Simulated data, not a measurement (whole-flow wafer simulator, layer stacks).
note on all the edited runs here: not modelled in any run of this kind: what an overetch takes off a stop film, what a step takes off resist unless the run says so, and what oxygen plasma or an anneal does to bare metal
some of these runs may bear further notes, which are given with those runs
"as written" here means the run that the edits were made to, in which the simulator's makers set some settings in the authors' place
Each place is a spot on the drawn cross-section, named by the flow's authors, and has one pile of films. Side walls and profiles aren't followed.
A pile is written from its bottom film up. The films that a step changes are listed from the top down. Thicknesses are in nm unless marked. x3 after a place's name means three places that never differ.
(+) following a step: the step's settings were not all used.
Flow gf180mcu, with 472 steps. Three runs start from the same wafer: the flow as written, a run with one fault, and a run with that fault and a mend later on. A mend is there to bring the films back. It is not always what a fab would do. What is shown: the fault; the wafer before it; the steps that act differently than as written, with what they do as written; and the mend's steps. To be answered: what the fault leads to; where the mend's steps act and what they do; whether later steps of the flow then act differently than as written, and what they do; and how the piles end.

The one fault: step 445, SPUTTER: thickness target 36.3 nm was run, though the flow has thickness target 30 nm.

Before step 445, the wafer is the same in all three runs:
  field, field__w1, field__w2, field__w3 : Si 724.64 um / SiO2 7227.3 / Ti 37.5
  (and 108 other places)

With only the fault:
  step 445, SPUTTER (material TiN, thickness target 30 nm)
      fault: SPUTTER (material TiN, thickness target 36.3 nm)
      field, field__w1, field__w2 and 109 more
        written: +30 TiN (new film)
        fault: +36.3 TiN (new film)
  Steps further on in the flow that do not act as written (4 more steps, not shown, differ only slightly: by at most 2% or 0.5 nm, whichever is larger):
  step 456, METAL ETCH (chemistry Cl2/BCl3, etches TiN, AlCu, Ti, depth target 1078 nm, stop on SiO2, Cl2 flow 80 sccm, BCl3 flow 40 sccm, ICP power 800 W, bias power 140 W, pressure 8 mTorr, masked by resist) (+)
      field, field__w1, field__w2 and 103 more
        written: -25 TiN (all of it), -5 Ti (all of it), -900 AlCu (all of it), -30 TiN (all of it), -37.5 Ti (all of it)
        fault: -25 TiN (all of it), -5 Ti (all of it), -900 AlCu (all of it), -36.3 TiN (all of it), -37.5 Ti (all of it)
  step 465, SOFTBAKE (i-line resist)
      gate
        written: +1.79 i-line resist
        fault: -0.3 i-line resist
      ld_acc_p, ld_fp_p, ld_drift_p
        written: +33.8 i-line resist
        fault: +27.2 i-line resist
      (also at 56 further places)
  At field__w8, contact, m1, m1__w1, pad, m1_nw, the piles at the end differ from the flow's by more than 2% or 0.5 nm, whichever is larger.
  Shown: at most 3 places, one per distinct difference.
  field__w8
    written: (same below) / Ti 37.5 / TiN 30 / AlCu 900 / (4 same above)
    fault: (same below) / Ti 37.5 / TiN 36.3 / AlCu 900 / (4 same above)
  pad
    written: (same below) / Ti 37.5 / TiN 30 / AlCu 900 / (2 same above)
    fault: (same below) / Ti 37.5 / TiN 36.3 / AlCu 900 / (2 same above)

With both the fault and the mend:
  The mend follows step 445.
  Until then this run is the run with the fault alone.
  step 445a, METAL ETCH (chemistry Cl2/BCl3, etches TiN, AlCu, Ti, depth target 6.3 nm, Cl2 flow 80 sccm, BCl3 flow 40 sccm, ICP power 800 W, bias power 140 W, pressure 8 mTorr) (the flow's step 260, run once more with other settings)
      field, field__w1, field__w2 and 109 more
        -6.3 TiN
  None of the later steps of the flow acts differently than as written at any place that is followed.
  By the end, the piles equal the flow's at every place that both follow.
